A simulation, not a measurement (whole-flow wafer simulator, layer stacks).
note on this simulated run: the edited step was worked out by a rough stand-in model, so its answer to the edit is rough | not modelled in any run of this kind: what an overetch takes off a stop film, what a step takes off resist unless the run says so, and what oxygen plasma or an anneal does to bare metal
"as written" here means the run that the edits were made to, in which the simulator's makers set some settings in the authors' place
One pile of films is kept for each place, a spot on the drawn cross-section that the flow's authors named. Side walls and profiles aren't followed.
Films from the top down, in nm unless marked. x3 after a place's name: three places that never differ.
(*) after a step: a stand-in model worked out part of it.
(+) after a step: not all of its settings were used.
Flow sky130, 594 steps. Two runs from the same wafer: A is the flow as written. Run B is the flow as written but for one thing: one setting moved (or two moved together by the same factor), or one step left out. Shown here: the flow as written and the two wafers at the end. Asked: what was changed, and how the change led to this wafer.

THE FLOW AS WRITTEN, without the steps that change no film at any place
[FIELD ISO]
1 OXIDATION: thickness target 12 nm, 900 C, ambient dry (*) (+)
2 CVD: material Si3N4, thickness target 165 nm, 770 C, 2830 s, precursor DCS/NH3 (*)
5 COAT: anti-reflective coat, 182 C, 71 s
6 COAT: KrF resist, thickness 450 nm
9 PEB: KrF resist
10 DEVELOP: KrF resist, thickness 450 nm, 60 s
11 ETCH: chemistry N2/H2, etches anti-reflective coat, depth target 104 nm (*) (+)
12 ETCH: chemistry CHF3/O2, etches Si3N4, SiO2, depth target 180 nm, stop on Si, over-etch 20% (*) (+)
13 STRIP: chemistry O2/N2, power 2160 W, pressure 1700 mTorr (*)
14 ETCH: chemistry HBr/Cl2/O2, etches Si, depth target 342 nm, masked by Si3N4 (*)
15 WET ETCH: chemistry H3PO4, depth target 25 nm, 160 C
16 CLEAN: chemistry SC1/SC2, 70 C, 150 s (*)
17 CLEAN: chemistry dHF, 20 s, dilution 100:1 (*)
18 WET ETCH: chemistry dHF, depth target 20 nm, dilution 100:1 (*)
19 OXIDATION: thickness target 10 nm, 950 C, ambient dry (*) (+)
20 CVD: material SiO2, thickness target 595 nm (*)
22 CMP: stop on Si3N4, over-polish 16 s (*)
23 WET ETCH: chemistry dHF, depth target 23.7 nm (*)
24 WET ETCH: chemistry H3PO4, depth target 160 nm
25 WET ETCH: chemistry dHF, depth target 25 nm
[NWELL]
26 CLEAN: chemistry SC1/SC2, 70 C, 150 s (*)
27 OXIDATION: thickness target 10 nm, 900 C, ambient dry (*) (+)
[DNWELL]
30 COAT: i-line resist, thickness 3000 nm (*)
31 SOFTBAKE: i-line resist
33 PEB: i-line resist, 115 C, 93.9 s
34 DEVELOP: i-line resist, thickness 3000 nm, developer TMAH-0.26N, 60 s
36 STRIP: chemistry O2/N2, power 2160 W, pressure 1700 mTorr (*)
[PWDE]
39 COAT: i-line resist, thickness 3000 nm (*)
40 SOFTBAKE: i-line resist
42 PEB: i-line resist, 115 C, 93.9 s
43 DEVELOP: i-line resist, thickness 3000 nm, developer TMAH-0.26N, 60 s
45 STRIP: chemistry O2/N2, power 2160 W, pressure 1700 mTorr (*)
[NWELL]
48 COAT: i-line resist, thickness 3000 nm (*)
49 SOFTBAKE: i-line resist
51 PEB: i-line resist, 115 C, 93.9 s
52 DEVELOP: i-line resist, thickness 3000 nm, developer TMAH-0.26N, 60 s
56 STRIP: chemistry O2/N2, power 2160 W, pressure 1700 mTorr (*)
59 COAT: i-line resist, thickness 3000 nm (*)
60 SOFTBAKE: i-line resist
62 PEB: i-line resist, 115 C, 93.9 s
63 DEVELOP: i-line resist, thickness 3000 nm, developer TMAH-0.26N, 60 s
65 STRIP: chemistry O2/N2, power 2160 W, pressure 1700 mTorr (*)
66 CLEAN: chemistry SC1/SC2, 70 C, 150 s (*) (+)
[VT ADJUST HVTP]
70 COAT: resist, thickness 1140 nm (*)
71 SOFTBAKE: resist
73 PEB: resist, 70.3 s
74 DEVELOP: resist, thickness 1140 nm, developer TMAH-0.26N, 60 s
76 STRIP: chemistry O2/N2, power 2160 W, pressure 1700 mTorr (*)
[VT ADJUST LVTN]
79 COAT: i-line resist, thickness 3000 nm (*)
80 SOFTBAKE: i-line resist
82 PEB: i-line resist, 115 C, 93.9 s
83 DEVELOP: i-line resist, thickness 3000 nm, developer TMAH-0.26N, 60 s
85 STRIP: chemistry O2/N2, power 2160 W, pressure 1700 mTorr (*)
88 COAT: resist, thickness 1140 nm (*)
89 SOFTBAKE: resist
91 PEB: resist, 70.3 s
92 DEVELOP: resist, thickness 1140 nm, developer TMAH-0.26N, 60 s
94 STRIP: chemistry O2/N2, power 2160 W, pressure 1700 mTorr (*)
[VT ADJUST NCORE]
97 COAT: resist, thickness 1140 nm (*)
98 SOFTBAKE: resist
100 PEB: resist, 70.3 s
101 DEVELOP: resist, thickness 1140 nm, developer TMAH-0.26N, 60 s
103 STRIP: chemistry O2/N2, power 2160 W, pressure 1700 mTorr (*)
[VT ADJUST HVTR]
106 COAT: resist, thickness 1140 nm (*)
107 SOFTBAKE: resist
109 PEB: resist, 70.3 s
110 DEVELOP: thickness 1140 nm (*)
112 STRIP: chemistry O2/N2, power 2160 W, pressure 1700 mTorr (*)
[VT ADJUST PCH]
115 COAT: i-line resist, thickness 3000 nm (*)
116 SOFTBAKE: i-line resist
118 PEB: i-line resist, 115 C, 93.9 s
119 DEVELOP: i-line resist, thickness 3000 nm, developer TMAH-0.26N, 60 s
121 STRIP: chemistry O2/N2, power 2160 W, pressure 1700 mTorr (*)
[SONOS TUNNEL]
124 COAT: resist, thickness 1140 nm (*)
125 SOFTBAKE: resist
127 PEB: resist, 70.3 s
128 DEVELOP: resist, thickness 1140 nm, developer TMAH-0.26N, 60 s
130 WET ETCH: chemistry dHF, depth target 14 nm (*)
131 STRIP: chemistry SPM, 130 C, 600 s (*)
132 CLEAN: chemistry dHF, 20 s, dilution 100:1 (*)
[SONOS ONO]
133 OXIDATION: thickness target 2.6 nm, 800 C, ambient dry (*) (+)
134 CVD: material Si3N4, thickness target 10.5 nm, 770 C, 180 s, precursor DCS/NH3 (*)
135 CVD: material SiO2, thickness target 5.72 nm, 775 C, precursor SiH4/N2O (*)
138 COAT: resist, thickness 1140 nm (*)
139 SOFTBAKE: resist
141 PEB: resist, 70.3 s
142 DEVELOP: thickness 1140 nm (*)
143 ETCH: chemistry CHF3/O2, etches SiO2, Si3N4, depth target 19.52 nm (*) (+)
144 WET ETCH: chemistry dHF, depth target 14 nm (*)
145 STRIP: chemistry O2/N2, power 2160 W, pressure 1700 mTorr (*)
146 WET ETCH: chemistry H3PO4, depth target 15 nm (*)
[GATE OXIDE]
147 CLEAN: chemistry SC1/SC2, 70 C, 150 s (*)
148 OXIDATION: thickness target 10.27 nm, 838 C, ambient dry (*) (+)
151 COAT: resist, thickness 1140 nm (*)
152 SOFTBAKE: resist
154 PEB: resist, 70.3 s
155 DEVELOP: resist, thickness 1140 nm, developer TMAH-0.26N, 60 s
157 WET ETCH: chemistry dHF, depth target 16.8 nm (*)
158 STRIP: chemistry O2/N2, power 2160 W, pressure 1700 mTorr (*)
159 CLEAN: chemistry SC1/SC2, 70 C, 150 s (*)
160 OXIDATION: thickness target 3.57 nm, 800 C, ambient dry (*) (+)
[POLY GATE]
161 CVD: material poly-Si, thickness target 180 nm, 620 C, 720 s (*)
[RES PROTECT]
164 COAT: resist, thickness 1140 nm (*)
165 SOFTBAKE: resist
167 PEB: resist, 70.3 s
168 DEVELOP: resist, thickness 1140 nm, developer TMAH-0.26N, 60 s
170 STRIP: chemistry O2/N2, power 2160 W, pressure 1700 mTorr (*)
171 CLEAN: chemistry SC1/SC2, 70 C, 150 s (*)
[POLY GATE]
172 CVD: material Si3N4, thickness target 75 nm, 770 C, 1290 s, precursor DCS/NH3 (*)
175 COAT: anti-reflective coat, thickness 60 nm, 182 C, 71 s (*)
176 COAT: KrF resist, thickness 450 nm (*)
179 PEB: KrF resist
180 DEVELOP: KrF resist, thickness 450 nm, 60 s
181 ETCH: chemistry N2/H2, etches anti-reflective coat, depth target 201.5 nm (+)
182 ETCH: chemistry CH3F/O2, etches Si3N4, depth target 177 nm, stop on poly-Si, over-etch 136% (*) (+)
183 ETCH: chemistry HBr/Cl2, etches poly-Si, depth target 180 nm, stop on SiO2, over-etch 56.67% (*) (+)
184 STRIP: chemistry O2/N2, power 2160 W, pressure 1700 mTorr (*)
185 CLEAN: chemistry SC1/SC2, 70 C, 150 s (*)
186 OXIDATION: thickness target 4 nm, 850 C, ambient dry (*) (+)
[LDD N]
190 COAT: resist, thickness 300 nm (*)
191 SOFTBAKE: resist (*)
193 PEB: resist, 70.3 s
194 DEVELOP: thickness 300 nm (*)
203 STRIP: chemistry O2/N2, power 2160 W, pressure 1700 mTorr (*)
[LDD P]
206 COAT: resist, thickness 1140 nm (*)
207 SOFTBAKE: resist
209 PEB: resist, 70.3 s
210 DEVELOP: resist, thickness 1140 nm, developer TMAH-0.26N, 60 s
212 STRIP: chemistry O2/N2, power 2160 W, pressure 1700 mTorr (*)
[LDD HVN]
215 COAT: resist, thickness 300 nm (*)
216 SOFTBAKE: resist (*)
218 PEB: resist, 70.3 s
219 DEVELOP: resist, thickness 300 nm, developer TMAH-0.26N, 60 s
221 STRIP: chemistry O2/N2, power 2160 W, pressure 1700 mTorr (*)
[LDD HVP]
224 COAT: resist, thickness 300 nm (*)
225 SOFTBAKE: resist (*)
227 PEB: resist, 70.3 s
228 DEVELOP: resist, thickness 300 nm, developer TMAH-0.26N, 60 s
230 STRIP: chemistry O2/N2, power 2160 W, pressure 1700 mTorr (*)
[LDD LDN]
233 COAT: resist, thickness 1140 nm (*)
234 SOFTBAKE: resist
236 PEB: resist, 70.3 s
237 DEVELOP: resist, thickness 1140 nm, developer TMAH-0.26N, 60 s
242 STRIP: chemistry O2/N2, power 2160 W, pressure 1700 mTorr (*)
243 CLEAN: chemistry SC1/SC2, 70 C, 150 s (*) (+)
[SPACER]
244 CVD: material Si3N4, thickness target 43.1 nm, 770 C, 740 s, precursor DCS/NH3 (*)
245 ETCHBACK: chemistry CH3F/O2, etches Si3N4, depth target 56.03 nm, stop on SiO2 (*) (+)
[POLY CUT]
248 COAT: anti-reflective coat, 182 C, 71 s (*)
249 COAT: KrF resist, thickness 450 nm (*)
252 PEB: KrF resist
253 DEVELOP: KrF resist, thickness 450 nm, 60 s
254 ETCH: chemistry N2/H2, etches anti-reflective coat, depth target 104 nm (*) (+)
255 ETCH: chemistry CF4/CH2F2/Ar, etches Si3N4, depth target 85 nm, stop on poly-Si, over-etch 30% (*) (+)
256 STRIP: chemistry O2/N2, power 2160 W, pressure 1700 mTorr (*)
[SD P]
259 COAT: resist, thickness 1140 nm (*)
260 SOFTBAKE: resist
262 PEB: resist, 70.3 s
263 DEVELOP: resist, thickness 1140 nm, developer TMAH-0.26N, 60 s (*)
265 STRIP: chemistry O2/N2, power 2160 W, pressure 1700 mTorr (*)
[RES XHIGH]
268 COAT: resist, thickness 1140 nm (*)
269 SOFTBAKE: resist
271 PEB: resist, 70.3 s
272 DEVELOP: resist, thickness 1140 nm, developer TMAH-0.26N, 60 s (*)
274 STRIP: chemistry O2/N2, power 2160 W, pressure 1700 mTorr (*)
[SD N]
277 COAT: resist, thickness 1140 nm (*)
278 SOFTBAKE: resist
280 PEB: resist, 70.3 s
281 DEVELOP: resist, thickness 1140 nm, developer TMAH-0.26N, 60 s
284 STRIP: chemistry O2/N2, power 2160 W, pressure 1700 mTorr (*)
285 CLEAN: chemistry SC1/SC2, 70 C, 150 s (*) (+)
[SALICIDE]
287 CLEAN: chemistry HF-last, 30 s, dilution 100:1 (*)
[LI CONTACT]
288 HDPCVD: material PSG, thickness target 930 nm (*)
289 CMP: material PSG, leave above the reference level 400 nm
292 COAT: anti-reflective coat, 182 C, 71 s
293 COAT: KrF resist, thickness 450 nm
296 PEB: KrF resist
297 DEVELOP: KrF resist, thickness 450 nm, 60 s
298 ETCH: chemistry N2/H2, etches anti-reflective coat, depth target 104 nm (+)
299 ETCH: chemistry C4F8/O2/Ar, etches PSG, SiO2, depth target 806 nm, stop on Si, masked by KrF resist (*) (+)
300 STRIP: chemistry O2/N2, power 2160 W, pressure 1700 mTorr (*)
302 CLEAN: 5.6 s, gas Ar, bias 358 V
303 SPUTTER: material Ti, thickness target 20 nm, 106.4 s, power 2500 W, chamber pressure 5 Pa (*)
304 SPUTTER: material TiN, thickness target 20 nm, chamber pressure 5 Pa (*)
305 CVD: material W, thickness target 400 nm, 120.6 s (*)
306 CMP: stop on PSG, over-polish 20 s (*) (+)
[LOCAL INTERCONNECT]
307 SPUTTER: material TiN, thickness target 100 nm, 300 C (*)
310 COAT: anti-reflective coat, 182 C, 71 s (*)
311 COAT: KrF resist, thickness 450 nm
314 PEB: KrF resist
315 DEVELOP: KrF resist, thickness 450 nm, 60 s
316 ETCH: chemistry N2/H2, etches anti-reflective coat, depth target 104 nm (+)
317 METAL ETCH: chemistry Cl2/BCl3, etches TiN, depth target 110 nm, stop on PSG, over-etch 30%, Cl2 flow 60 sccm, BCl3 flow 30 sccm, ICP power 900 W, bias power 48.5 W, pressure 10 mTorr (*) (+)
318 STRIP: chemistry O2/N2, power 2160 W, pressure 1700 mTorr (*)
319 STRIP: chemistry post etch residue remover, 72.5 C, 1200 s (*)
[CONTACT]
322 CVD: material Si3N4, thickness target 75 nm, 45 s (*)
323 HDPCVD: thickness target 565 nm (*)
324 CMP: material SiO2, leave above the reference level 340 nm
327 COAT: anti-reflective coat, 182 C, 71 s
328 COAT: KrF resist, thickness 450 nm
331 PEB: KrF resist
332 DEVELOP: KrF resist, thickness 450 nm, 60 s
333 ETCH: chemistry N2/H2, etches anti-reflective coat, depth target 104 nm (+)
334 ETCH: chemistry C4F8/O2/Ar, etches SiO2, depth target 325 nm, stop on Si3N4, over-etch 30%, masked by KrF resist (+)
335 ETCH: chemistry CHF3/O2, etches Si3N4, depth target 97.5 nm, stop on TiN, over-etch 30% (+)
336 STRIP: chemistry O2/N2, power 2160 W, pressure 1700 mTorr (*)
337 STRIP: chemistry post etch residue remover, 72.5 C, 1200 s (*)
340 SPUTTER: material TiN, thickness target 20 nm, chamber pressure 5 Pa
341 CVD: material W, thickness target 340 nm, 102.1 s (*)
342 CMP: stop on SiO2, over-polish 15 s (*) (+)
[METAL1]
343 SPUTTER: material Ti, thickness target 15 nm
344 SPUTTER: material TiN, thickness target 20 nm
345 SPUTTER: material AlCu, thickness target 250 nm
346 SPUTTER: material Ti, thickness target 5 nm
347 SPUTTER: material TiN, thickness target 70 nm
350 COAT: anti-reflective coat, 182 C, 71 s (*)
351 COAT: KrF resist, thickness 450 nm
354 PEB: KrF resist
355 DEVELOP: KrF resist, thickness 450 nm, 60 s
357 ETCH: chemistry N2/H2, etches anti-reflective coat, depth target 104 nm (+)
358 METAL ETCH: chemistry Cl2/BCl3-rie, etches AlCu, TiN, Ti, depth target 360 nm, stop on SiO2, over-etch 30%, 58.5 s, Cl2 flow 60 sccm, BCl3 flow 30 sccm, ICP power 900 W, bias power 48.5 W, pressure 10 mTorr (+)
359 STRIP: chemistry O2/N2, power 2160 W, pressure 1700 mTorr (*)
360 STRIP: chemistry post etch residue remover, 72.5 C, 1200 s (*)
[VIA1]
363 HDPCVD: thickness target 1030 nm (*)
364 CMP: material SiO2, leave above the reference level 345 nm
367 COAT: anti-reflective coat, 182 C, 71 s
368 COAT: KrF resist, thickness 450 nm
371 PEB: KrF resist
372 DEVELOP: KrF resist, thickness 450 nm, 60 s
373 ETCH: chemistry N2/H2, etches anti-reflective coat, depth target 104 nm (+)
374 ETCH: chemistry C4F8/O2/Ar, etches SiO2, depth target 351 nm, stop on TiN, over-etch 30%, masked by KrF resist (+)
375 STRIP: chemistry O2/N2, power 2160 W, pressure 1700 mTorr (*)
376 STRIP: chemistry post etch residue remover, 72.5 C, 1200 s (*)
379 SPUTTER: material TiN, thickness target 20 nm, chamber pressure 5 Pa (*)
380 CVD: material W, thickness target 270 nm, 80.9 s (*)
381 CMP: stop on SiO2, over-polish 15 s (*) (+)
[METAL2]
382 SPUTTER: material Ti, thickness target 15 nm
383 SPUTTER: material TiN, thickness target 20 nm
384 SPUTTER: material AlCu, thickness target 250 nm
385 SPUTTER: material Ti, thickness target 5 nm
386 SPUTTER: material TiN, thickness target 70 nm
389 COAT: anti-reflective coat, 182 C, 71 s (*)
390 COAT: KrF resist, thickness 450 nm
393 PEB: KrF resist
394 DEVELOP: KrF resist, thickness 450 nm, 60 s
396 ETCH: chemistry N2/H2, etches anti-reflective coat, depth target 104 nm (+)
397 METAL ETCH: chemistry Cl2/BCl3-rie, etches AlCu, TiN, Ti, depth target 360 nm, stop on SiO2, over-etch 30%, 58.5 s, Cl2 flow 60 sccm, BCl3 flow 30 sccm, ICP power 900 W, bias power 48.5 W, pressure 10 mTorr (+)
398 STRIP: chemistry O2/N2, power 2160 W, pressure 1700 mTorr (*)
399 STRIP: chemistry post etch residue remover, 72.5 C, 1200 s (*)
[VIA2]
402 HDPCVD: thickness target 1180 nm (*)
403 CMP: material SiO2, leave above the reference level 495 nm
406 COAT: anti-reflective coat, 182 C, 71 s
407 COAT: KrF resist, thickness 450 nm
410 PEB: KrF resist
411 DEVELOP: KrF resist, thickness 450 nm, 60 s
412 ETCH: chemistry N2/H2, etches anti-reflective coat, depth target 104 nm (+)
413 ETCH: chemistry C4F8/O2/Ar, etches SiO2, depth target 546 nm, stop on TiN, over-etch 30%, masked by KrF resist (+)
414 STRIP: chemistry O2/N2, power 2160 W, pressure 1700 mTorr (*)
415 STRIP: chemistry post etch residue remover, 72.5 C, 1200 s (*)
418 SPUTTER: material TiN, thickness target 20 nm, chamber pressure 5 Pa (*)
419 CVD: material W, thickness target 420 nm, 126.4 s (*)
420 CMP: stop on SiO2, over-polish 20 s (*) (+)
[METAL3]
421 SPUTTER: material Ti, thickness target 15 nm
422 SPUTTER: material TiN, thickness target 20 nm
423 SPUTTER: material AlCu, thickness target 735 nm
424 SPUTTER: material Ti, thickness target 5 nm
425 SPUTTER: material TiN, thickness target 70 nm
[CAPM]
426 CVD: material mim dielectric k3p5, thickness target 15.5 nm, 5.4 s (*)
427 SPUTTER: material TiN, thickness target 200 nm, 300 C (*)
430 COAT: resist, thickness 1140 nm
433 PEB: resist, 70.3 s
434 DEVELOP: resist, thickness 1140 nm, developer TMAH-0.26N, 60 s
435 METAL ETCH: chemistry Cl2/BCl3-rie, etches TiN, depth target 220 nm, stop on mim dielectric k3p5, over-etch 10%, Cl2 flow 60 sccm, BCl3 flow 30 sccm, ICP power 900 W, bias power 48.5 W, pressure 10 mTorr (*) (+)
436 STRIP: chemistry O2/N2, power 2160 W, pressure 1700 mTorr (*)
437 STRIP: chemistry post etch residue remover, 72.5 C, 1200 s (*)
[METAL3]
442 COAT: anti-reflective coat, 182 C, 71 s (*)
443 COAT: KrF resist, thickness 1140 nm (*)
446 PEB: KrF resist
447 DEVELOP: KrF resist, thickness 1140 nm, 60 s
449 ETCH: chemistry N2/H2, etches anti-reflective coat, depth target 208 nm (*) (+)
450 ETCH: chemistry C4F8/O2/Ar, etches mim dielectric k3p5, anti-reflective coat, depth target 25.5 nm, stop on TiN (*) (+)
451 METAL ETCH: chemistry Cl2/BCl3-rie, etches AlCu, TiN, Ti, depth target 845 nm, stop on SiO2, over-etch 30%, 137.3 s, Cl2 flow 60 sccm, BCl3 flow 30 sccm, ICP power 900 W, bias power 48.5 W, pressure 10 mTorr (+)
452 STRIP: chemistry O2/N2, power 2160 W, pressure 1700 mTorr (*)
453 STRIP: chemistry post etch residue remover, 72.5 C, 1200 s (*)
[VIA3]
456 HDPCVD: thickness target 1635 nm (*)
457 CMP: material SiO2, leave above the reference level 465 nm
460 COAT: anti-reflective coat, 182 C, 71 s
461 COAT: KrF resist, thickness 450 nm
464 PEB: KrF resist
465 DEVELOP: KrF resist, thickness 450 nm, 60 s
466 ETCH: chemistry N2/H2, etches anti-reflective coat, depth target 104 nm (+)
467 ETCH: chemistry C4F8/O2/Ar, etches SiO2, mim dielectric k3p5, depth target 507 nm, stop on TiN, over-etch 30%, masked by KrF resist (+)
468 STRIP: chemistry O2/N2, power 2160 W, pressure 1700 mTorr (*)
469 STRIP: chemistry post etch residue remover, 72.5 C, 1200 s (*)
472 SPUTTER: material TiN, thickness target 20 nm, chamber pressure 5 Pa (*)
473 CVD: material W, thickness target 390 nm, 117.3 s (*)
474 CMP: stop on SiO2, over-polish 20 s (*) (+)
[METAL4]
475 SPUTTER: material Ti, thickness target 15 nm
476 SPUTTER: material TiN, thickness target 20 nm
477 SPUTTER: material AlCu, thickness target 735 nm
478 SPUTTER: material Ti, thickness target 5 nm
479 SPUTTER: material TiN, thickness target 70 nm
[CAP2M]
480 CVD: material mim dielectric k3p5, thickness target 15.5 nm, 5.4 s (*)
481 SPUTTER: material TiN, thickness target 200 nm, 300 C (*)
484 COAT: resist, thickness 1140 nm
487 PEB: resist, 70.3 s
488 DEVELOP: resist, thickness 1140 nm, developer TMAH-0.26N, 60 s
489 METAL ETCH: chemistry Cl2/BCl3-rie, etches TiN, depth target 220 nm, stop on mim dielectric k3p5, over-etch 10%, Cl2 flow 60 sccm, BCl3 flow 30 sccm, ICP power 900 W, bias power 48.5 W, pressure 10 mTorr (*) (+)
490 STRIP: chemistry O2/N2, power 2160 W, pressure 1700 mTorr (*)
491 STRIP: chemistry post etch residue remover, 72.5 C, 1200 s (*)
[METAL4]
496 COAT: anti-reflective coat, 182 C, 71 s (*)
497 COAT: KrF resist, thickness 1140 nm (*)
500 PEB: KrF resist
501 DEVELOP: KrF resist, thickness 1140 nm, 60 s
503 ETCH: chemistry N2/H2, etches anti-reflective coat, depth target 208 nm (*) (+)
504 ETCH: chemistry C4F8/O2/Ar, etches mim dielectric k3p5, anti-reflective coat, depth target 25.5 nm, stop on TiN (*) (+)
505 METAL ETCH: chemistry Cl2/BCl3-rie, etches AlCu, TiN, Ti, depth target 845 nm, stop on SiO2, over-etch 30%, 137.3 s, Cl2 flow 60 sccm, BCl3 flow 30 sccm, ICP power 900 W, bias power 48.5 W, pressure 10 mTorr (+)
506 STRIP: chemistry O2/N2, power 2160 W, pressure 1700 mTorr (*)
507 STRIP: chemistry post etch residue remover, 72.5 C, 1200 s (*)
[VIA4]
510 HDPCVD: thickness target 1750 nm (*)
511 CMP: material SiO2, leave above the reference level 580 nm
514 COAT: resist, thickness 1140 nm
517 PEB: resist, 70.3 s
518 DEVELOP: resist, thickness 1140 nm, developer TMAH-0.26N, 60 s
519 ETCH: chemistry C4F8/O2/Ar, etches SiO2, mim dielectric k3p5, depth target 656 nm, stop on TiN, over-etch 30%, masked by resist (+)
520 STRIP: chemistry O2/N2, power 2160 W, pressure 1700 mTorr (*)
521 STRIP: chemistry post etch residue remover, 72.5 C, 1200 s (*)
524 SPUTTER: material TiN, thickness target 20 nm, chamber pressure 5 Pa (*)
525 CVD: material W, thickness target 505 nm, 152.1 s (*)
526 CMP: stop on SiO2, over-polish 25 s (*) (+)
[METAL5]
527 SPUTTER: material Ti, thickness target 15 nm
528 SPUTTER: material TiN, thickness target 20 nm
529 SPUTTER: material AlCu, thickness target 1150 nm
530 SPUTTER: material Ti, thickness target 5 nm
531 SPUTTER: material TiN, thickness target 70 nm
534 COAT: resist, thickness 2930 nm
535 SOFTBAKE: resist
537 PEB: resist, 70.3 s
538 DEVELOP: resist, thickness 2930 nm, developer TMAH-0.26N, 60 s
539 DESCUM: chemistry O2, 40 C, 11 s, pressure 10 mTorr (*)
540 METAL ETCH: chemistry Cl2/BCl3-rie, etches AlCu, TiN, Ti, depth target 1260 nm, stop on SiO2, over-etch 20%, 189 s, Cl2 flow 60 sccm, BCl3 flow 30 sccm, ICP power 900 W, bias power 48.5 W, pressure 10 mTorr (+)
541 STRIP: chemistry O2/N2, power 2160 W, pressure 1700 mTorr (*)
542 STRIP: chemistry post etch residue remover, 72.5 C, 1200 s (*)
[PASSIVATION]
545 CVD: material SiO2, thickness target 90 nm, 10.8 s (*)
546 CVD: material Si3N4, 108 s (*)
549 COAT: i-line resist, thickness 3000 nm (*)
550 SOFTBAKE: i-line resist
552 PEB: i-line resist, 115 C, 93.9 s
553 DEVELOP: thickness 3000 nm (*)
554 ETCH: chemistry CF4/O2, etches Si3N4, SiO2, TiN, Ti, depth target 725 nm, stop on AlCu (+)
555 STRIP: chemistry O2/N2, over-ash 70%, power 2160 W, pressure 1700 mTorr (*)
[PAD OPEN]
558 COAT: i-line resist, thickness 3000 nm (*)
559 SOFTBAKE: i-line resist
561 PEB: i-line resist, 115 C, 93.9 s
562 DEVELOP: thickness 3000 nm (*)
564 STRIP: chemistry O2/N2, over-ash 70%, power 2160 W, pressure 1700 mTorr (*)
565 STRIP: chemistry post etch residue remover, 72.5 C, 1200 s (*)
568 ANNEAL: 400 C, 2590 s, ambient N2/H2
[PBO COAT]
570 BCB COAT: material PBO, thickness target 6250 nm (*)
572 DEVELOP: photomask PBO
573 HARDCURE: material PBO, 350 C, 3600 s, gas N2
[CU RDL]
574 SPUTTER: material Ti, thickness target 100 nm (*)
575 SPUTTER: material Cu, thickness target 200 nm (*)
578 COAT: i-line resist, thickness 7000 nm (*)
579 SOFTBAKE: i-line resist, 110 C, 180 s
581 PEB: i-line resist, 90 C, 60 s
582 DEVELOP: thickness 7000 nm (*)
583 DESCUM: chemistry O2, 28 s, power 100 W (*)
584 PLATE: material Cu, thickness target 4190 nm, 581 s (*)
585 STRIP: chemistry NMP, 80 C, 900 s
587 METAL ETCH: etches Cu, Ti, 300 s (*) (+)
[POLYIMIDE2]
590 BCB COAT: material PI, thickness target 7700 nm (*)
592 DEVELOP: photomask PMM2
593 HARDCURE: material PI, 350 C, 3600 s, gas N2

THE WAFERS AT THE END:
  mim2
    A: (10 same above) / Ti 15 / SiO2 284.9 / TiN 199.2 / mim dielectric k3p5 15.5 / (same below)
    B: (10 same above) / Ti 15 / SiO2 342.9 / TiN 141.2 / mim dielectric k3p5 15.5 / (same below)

The cause: step 481, SPUTTER: thickness target 142 nm was run, where the flow has thickness target 200 nm.

How the change led to this, step by step:
  481 SPUTTER: material TiN, thickness target 200 nm, 300 C (*)
      field, active, n_well and 189 more: A TiN +200 (new film) | B TiN +142 (new film)
  489 METAL ETCH: chemistry Cl2/BCl3-rie, etches TiN, depth target 220 nm, stop on mim dielectric k3p5, over-etch 10%, Cl2 flow 60 sccm, BCl3 flow 30 sccm, ICP power 900 W, bias power 48.5 W, pressure 10 mTorr (*) (+)
      field, active, n_well and 188 more: A TiN -200 (all of it) | B TiN -142 (all of it)
      mim2: A resist -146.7 | B resist -104.1
  490 STRIP: chemistry O2/N2, power 2160 W, pressure 1700 mTorr (*)
      mim2: A resist -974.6 (all of it) | B resist -1017.1 (all of it)
  496 COAT: anti-reflective coat, 182 C, 71 s (*)
      iso_guard__w2: A anti-reflective coat +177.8 (new film) | B anti-reflective coat +139.7 (new film)
      mim2: A anti-reflective coat +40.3 (new film) | B anti-reflective coat +30 (new film)
  497 COAT: KrF resist, thickness 1140 nm (*)
      iso_guard__w2: A KrF resist +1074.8 (new film) | B KrF resist +1100.3 (new film)
      mim2: A KrF resist +1018.9 (new film) | B KrF resist +1071.6 (new film)
  506 STRIP: chemistry O2/N2, power 2160 W, pressure 1700 mTorr (*)
      iso_guard__w2: A KrF resist -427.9 (all of it), anti-reflective coat -177.8 (all of it) | B KrF resist -453.3 (all of it), anti-reflective coat -139.7 (all of it)
      mim2: A KrF resist -372.1 (all of it), anti-reflective coat -40.3 (all of it) | B KrF resist -424.7 (all of it), anti-reflective coat -30 (all of it)
  511 CMP: material SiO2, leave above the reference level 580 nm
      mim2: A SiO2 -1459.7 | B SiO2 -1401.7
